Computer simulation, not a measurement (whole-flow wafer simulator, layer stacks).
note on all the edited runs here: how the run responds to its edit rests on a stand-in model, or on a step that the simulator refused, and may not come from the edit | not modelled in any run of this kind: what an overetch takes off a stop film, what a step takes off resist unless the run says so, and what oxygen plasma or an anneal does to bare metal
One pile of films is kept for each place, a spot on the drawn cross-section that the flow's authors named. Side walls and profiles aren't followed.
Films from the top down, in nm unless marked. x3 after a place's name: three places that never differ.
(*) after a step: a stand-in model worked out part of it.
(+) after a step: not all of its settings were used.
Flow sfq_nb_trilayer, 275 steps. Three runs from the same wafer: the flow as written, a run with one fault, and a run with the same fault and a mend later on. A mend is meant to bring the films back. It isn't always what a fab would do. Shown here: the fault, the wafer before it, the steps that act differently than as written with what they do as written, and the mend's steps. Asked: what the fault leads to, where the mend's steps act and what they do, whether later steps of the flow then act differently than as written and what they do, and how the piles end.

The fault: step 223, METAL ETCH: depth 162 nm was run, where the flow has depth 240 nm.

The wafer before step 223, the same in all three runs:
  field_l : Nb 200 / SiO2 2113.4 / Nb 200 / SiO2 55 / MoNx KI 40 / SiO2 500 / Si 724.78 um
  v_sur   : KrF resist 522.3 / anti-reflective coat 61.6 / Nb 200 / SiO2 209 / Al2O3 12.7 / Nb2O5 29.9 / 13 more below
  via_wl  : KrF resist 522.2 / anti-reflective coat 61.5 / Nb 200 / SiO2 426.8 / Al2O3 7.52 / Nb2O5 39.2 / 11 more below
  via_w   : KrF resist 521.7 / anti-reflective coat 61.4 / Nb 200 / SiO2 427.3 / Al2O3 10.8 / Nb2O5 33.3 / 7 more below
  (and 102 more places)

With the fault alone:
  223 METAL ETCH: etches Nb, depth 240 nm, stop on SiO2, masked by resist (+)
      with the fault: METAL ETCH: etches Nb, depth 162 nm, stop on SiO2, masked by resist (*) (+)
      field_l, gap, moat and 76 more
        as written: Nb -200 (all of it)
        with the fault: Nb -162
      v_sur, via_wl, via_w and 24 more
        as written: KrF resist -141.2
        with the fault: KrF resist -95.3
  Later steps of the flow that act differently than as written:
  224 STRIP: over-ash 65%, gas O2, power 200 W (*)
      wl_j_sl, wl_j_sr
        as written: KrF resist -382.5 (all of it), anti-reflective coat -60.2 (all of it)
        with the fault: KrF resist -428.4 (all of it), anti-reflective coat -60.2 (all of it)
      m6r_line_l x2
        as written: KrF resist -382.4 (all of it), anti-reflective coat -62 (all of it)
        with the fault: KrF resist -428.3 (all of it), anti-reflective coat -62 (all of it)
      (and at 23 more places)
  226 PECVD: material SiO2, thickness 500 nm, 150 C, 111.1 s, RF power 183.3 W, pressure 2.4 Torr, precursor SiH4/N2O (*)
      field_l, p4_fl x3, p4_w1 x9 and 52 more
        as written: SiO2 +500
        with the fault: SiO2 +500 (new film)
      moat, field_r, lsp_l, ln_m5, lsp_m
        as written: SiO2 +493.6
        with the fault: SiO2 +494.8 (new film)
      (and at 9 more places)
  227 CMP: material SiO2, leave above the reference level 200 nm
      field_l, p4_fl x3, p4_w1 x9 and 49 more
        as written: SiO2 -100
        with the fault: SiO2 -138
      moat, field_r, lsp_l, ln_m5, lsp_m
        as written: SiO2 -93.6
        with the fault: SiO2 -132.8
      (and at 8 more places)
  At the end the piles differ from the flow's by more than 2% or 0.5 nm, whichever is larger, at field_l, gap, moat and 76 more.
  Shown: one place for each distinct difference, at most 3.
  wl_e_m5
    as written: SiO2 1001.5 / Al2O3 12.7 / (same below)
    with the fault: SiO2 754.5 / Nb 38 / SiO2 209 / Al2O3 12.7 / (same below)
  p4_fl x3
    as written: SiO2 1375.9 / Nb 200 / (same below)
    with the fault: SiO2 754.5 / Nb 38 / SiO2 583.4 / Nb 200 / (same below)
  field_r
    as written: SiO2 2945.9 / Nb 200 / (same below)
    with the fault: SiO2 754.5 / Nb 38 / SiO2 2153.4 / Nb 200 / (same below)

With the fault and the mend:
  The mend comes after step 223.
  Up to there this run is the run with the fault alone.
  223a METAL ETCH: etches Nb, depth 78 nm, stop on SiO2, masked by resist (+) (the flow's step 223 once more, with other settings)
      field_l, gap, moat and 76 more
        Nb -38 (all of it)
      v_sur, via_wl, via_w and 24 more
        KrF resist -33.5
  Later steps of the flow that act differently than as written:
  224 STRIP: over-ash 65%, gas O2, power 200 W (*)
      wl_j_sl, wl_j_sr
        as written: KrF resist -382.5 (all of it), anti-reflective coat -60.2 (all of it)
        with the mend: KrF resist -394.9 (all of it), anti-reflective coat -60.2 (all of it)
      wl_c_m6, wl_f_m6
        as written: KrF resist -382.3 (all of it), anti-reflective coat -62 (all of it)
        with the mend: KrF resist -394.6 (all of it), anti-reflective coat -62 (all of it)
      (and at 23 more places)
  At the end the piles are the same as the flow's at every place that both follow.
